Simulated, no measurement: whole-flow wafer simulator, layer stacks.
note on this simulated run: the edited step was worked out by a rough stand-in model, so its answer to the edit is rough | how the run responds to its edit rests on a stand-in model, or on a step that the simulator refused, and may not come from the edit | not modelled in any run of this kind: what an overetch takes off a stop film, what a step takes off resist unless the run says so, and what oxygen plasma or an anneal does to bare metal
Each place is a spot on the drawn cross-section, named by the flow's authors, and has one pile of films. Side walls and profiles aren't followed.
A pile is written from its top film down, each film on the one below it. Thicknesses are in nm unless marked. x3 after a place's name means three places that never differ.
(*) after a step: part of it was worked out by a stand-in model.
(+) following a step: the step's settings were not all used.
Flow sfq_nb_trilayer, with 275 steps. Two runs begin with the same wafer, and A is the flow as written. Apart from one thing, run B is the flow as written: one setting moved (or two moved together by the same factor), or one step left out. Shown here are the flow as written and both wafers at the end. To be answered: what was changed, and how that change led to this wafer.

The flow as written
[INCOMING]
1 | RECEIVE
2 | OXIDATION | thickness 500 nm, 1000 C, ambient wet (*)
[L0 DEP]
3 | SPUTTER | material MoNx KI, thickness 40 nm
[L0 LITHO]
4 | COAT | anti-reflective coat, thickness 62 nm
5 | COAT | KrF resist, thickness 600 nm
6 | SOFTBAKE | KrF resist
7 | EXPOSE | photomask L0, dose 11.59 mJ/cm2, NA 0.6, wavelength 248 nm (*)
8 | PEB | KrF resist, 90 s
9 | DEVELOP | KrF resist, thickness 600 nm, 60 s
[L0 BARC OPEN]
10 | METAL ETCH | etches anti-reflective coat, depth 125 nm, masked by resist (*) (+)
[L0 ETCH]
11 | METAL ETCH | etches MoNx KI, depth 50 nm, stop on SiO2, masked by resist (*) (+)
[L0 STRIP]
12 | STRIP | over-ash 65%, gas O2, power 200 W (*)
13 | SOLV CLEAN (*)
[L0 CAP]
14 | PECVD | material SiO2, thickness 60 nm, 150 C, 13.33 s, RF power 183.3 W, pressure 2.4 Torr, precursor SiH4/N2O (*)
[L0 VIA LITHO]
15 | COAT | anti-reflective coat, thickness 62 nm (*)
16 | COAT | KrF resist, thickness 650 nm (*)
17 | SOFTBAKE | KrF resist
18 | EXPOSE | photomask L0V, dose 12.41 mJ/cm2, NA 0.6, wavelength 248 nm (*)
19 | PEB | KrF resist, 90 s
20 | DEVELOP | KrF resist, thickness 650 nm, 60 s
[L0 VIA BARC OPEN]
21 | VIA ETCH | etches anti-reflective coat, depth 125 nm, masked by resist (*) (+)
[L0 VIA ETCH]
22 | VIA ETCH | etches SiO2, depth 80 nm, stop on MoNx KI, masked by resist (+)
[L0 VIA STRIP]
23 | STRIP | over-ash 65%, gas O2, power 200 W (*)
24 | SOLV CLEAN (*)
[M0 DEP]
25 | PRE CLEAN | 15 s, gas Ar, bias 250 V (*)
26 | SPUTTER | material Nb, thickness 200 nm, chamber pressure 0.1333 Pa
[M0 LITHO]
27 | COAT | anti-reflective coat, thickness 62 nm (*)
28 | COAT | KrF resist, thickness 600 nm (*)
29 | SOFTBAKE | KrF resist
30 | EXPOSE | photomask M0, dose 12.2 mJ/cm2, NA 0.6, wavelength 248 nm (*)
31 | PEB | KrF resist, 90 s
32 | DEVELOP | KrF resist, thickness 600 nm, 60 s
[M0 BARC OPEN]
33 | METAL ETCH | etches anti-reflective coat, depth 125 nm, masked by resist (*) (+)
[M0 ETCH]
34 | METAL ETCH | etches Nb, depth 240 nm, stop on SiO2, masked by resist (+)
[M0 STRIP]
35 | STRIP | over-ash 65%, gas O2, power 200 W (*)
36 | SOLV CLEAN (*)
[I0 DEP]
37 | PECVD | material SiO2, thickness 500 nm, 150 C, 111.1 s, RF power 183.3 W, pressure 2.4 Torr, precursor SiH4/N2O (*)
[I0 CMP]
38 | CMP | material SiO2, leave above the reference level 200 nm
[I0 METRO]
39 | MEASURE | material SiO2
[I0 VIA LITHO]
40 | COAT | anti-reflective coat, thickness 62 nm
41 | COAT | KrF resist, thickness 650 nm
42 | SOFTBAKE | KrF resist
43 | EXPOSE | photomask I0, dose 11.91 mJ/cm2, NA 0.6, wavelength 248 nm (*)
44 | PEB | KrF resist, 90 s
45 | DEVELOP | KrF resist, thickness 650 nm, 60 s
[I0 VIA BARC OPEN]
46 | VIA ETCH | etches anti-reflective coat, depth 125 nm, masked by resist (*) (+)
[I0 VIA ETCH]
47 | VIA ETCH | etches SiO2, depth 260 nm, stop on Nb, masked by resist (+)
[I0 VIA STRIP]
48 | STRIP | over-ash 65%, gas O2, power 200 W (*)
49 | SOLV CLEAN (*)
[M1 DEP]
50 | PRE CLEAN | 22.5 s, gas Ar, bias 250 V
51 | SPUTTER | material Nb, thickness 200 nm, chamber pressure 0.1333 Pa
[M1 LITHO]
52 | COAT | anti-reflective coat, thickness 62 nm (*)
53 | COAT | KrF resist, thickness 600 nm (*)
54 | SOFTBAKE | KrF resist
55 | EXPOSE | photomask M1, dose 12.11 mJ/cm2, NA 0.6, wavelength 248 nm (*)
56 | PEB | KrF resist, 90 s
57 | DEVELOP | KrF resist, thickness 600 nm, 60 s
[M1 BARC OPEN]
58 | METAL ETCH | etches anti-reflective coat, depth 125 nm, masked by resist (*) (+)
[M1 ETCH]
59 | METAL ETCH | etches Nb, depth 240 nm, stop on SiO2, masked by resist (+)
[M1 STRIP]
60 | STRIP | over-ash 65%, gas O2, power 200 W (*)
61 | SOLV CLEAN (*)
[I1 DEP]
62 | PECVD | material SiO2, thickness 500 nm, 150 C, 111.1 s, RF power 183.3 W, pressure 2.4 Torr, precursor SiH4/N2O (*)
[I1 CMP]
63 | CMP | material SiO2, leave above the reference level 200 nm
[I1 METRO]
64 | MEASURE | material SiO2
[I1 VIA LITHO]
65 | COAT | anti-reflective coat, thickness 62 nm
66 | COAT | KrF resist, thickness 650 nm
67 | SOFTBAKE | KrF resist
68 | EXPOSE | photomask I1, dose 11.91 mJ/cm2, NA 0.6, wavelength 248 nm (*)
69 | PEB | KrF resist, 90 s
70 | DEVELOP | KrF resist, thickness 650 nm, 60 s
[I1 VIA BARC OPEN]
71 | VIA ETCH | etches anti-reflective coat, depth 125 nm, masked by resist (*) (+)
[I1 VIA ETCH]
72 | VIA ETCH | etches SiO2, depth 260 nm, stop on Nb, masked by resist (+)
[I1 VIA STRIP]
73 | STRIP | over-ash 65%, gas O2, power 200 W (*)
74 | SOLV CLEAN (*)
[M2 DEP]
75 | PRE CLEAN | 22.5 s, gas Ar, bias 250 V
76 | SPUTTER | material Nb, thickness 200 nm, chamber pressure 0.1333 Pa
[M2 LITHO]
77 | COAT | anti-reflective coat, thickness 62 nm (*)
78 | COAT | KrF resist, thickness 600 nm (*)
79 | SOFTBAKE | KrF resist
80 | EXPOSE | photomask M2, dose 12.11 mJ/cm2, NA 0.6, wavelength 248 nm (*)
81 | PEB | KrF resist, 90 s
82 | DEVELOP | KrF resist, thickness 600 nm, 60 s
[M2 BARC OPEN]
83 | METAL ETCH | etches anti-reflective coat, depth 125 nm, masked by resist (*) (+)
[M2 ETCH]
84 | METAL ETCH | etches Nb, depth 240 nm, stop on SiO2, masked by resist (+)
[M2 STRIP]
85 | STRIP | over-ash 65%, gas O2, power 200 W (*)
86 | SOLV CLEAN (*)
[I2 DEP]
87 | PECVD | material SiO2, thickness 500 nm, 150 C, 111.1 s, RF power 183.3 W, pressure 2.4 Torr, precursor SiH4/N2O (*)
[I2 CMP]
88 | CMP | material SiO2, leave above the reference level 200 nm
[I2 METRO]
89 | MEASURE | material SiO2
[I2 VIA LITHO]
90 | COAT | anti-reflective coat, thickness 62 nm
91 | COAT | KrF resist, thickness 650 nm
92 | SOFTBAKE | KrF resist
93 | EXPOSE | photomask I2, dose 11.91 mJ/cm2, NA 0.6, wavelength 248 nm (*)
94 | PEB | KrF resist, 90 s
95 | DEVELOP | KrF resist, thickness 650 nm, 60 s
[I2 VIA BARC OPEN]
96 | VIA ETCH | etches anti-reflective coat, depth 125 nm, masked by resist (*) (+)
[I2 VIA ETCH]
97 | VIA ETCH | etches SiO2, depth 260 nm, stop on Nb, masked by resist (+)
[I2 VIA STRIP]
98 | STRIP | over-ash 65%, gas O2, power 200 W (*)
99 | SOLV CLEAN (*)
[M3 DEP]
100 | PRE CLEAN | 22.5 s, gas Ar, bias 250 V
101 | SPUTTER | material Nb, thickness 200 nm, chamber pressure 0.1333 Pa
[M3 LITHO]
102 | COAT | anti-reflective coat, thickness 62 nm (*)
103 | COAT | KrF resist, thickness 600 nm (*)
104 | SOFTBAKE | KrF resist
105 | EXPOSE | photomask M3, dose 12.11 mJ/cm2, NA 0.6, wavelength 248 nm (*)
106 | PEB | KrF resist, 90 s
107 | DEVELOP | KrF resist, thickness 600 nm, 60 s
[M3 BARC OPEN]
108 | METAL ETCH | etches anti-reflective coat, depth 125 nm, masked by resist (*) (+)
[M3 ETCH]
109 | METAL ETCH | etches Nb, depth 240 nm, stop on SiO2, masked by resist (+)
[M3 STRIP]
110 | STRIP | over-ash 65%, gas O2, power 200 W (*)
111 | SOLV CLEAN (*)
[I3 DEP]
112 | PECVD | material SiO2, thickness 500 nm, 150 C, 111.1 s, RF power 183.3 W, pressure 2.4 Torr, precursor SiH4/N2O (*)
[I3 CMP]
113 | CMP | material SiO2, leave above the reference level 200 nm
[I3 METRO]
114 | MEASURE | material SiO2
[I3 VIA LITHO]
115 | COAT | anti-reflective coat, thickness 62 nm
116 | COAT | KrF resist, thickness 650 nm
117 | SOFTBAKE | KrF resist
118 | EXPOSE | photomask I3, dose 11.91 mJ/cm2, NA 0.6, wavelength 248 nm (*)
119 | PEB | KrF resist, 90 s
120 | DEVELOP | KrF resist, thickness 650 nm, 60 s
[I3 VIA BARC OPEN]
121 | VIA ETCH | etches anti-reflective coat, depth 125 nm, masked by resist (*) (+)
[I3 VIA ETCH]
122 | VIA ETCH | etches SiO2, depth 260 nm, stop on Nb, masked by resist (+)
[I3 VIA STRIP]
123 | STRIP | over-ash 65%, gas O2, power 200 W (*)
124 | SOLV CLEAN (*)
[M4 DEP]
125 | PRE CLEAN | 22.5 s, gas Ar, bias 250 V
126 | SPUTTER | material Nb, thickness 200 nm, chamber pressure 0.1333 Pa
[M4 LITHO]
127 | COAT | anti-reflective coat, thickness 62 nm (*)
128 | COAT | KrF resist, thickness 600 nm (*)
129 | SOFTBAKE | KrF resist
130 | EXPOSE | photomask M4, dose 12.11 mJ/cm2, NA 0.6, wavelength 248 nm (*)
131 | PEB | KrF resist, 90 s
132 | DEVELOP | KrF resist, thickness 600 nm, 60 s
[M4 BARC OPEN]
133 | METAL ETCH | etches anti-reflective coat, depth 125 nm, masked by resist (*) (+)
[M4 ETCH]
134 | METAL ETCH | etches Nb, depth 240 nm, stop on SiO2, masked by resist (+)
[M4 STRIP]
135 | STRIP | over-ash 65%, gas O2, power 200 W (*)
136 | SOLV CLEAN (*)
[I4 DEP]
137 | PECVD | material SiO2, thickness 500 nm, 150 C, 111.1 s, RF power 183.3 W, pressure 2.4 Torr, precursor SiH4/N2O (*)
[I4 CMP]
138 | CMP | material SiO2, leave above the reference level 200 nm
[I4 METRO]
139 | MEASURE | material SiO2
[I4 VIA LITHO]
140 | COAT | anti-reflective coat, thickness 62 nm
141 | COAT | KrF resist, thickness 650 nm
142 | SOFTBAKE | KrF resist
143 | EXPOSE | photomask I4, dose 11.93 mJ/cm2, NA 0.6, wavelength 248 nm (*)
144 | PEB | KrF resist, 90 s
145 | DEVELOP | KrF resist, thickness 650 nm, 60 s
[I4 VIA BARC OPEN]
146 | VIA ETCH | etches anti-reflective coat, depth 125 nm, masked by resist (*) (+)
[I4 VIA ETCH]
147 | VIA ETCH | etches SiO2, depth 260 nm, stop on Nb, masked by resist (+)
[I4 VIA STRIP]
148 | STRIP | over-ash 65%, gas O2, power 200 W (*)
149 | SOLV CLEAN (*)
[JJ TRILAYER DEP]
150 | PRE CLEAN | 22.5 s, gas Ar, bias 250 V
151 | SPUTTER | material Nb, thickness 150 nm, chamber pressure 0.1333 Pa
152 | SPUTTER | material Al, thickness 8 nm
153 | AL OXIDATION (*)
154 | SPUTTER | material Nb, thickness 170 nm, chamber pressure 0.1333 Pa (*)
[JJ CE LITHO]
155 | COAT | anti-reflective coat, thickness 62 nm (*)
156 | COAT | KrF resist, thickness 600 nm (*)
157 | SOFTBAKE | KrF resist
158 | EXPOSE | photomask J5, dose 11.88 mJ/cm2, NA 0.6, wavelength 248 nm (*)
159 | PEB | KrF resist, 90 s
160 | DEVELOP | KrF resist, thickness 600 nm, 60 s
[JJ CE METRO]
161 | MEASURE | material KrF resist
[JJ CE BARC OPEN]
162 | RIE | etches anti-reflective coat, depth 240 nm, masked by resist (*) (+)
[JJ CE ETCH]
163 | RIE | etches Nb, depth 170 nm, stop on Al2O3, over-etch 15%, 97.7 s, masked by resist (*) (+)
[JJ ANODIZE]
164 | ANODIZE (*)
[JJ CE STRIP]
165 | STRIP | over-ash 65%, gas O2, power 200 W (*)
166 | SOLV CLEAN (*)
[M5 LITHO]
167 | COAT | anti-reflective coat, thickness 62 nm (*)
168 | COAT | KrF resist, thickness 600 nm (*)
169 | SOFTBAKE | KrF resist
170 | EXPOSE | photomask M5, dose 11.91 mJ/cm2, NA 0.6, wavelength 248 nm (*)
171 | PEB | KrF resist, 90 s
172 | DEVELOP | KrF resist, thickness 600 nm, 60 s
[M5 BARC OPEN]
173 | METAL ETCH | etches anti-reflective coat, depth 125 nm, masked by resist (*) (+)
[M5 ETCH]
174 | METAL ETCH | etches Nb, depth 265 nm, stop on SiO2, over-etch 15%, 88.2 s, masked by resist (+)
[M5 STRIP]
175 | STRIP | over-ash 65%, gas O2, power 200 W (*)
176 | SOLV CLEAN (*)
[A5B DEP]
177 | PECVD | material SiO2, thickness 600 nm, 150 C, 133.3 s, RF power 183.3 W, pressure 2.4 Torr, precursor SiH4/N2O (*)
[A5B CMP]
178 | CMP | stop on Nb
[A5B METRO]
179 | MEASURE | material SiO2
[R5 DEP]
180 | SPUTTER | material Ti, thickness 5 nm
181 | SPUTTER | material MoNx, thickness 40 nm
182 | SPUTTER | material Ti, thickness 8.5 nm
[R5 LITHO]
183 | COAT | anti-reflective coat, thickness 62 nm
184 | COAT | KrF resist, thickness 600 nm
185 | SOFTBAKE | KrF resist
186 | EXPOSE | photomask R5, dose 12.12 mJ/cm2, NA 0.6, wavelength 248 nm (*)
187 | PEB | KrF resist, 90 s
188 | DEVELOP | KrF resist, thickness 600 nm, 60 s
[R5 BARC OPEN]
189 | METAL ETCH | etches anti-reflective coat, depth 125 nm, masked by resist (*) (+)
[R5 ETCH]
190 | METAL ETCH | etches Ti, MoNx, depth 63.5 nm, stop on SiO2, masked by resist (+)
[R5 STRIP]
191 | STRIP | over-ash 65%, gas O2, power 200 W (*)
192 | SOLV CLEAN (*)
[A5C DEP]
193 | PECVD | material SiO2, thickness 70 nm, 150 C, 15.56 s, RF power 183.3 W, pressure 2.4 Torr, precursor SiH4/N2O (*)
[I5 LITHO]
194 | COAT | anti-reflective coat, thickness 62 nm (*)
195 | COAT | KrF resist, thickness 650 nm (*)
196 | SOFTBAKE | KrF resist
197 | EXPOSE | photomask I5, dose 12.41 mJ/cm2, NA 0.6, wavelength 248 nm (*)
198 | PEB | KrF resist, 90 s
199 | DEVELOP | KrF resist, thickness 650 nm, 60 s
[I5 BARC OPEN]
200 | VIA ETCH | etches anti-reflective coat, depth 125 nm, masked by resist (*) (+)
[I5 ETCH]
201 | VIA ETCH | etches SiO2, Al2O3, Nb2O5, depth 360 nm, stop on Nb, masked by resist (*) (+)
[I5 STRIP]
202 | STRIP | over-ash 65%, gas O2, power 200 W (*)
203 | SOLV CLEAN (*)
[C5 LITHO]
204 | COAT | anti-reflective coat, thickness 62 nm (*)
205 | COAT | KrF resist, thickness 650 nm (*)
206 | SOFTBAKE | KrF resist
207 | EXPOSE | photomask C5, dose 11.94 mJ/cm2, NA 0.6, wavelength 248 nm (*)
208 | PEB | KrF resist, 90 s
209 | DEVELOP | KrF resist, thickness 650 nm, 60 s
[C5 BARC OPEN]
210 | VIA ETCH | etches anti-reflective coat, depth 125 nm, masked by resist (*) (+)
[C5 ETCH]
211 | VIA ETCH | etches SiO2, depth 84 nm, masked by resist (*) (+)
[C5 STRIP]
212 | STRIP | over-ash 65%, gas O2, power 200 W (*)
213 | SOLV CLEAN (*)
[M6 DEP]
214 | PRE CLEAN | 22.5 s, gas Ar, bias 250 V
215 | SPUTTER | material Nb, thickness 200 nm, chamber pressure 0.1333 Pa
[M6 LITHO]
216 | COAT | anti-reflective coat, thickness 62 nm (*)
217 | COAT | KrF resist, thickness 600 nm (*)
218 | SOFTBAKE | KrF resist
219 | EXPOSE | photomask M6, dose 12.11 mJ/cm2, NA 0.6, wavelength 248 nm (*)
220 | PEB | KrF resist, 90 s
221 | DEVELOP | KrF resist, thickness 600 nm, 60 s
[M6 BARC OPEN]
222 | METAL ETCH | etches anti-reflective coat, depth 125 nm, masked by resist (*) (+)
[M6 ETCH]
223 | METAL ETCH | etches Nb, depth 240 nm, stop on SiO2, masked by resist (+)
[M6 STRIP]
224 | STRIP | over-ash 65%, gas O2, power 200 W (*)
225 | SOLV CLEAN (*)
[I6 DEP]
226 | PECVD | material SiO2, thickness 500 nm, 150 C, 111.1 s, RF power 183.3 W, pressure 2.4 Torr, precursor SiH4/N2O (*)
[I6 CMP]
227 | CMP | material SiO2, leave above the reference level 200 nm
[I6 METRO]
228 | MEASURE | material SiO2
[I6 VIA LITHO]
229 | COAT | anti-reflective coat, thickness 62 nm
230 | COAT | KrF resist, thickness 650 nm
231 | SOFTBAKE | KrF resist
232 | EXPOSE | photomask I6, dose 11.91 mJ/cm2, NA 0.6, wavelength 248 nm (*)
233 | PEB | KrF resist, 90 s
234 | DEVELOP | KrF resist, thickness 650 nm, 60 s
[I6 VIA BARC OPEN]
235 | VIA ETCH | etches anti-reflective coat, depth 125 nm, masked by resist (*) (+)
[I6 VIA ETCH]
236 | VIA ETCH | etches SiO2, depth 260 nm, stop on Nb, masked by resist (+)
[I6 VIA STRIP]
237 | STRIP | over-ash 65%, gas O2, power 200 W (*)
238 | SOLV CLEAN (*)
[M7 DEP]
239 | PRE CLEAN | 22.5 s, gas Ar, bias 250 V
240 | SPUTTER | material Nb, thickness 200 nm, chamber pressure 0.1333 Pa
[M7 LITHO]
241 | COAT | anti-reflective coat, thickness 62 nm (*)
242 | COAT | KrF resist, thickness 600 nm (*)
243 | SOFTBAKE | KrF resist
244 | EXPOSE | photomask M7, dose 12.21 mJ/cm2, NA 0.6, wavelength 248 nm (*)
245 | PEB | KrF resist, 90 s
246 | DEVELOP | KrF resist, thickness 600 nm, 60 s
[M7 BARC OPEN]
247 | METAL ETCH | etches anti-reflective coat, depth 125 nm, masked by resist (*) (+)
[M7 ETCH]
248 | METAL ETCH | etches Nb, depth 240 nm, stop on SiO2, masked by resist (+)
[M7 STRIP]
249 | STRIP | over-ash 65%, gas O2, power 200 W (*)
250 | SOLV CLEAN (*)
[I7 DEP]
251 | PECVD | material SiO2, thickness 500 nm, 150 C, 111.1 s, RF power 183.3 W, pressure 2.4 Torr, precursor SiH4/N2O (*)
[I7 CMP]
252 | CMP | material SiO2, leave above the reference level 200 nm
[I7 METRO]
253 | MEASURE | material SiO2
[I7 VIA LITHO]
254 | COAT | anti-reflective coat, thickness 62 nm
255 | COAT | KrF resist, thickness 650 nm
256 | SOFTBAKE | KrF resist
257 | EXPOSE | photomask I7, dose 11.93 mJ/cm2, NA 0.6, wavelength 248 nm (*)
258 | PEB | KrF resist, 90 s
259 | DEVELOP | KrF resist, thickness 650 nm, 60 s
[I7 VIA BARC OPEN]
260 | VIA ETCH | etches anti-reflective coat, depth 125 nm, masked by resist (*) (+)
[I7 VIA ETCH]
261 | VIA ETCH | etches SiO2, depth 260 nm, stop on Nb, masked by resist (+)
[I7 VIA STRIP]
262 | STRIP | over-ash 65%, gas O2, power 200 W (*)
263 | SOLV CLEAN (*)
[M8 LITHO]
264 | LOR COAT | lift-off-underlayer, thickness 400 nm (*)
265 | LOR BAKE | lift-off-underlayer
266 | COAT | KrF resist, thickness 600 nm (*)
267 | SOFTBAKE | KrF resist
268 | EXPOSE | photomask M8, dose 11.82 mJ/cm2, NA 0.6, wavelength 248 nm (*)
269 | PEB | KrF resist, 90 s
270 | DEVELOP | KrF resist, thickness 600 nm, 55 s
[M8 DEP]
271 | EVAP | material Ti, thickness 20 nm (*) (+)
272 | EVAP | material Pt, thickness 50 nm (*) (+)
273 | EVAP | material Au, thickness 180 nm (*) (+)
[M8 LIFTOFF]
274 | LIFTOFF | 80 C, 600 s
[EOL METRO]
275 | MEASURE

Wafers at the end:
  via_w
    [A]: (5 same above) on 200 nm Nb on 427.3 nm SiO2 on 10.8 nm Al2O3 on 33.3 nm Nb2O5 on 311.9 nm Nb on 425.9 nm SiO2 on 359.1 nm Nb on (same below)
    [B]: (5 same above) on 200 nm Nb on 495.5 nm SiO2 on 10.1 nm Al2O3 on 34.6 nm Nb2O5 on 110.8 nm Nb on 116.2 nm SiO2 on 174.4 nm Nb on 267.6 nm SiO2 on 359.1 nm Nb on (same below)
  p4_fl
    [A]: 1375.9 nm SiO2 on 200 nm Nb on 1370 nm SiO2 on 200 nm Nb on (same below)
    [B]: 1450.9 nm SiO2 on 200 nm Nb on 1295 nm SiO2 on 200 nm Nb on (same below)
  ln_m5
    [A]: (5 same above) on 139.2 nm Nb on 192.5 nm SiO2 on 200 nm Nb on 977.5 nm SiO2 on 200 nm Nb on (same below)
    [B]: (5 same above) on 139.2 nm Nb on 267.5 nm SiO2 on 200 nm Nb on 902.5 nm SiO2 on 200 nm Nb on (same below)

Cause: step 112, PECVD: thickness 325 nm was run, whereas the flow has thickness 500 nm; step 112, PECVD: 72.22 s was run, where the flow has 111.1 s.

The path from the change to this, step by step:
  112 | PECVD | material SiO2, thickness 500 nm, 150 C, 111.1 s, RF power 183.3 W, pressure 2.4 Torr, precursor SiH4/N2O (*)
      field_l, be, be_sur and 64 more: A SiO2 gains 500 | B SiO2 gains 325
      v_sur, via_wl, via_wr and 27 more: A SiO2 gains 500 (new film) | B SiO2 gains 325 (new film)
      (as well as at 9 more places)
  113 | CMP | material SiO2, leave above the reference level 200 nm
      field_l, be, be_sur and 64 more: A SiO2 loses 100 | B nothing
      p4_g1, p4_g2, p3_s0, p3_s1, p3_s2, p3_s3, p3_s4, p3_s5: A SiO2 loses 157.1 | B nothing
      (as well as at 31 more places)
  115 | COAT | anti-reflective coat, thickness 62 nm
      m0r_line_l, m0r_line_r, m6r_line_l, m6r_line_r, m7r_line_l, m7r_line_r: A anti-reflective coat gains 62 (new film) | B anti-reflective coat gains 63.6 (new film)
      wire, p3_l1, p3_l2, p3_l3, p3_l4: A anti-reflective coat gains 62 (new film) | B anti-reflective coat gains 50.7 (new film)
      (as well as at 75 more places)
  116 | COAT | KrF resist, thickness 650 nm
      m0r_line_l, m6r_line_l, m7r_line_l: A KrF resist gains 650 (new film) | B KrF resist gains 664.7 (new film)
      m0r_line_r, m6r_line_r, m7r_line_r: A KrF resist gains 650 (new film) | B KrF resist gains 664.6 (new film)
      (as well as at 36 more places)
  120 | DEVELOP | KrF resist, thickness 650 nm, 60 s
      via_v: A KrF resist loses 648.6 (all of it) | B KrF resist loses 620.4 (all of it)
  121 | VIA ETCH | etches anti-reflective coat, depth 125 nm, masked by resist (*) (+)
      field_l, v_sur, via_wl and 102 more: A KrF resist loses 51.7 | B KrF resist loses 46.5
      via_v: A anti-reflective coat loses 62 (all of it), SiO2 loses 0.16 | B anti-reflective coat loses 55.8 (all of it), SiO2 loses 0.14
  123 | STRIP | over-ash 65%, gas O2, power 200 W (*)
      m0r_line_l, m6r_line_l, m7r_line_l: A KrF resist loses 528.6 (all of it), anti-reflective coat loses 62 (all of it) | B KrF resist loses 548.4 (all of it), anti-reflective coat loses 63.6 (all of it)
      m0r_space_l, m6r_space_l, m7r_space_l: A KrF resist loses 528.6 (all of it), anti-reflective coat loses 62 (all of it) | B KrF resist loses 542.1 (all of it), anti-reflective coat loses 72.8 (all of it)
      (as well as at 82 more places)
  126 | SPUTTER | material Nb, thickness 200 nm, chamber pressure 0.1333 Pa
      via_w: A Nb gains 200 (new film) | B Nb gains 174.4 (new film)
  127 | COAT | anti-reflective coat, thickness 62 nm (*)
      m0r_line_l, m0r_line_r, m6r_line_l, m6r_line_r, m7r_line_l, m7r_line_r, m8r_gap_c: A anti-reflective coat gains 62 (new film) | B anti-reflective coat gains 63.6 (new film)
      m0r_space_l, m0r_space_r, m6r_space_l, m6r_space_r, m7r_space_l, m7r_space_r: A anti-reflective coat gains 62 (new film) | B anti-reflective coat gains 70.6 (new film)
      (as well as at 71 more places)
  128 | COAT | KrF resist, thickness 600 nm (*)
      m0r_line_l, m0r_line_r, m6r_line_l, m6r_line_r, m7r_line_l, m7r_line_r: A KrF resist gains 600 (new film) | B KrF resist gains 612.9 (new film)
      p4_g1, r5r_space_c: A KrF resist gains 600 (new film) | B KrF resist gains 614.6 (new film)
      (as well as at 45 more places)
  132 | DEVELOP | KrF resist, thickness 600 nm, 60 s
      m0r_line_l, m0r_line_r, m6r_line_l, m6r_line_r, m7r_line_l, m7r_line_r: A KrF resist loses 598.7 (all of it) | B KrF resist loses 611.6 (all of it)
      p3_s4, r5r_line_r: A KrF resist loses 598.7 (all of it) | B KrF resist loses 614.3 (all of it)
      (as well as at 20 more places)
  133 | METAL ETCH | etches anti-reflective coat, depth 125 nm, masked by resist (*) (+)
      v_sur, via_wl, via_w and 36 more: A KrF resist loses 51.7 | B KrF resist loses 55.2
      m0r_line_l, m0r_line_r, m6r_line_l, m6r_line_r, m7r_line_l, m7r_line_r, m8r_gap_c: A anti-reflective coat loses 62 (all of it) | B anti-reflective coat loses 63.6 (all of it)
      (as well as at 41 more places)
  135 | STRIP | over-ash 65%, gas O2, power 200 W (*)
      wl_a_sl, wl_b_sr: A KrF resist loses 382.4 (all of it), anti-reflective coat loses 62 (all of it) | B KrF resist loses 370.6 (all of it), anti-reflective coat loses 60 (all of it)
      v_sur: A KrF resist loses 379.9 (all of it), anti-reflective coat loses 61.4 (all of it) | B KrF resist loses 338.6 (all of it), anti-reflective coat loses 48 (all of it)
      (as well as at 33 more places)
  137 | PECVD | material SiO2, thickness 500 nm, 150 C, 111.1 s, RF power 183.3 W, pressure 2.4 Torr, precursor SiH4/N2O (*)
      p3_s0, p3_s1, p3_s2, p3_s3, p3_s4, p3_s5: A SiO2 gains 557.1 | B SiO2 gains 632.1
      via_w: A SiO2 gains 500 (new film) | B SiO2 gains 540.9 (new film)
  138 | CMP | material SiO2, leave above the reference level 200 nm
      field_l, be, be_sur and 55 more: A SiO2 loses 100 | B SiO2 loses 25
      ln_m5, lsp_m, ln_m6, p4_fl, p4_fm, p4_g1, p4_g2, p4_fr: A SiO2 loses 300 | B SiO2 loses 225
      (as well as at 4 more places)
  147 | VIA ETCH | etches SiO2, depth 260 nm, stop on Nb, masked by resist (+)
      via_w: A SiO2 loses 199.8 (all of it) | B SiO2 loses 260
  ... 14 further steps ...
  178 | CMP | stop on Nb
      via_w: A SiO2 loses 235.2 | B SiO2 loses 226.5
If metal films that touch count as one body, via_w has 6 bodies (between them, from the top down: SiO2 192.5; SiO2 495.5 / Al2O3 10.1 / Nb2O5 34.6; SiO2 116.2; SiO2 267.6; SiO2 416.9); the flow as written gives 5 bodies (between them, from the top down: SiO2 192.5; SiO2 427.3 / Al2O3 10.8 / Nb2O5 33.3; SiO2 425.9; SiO2 416.9).
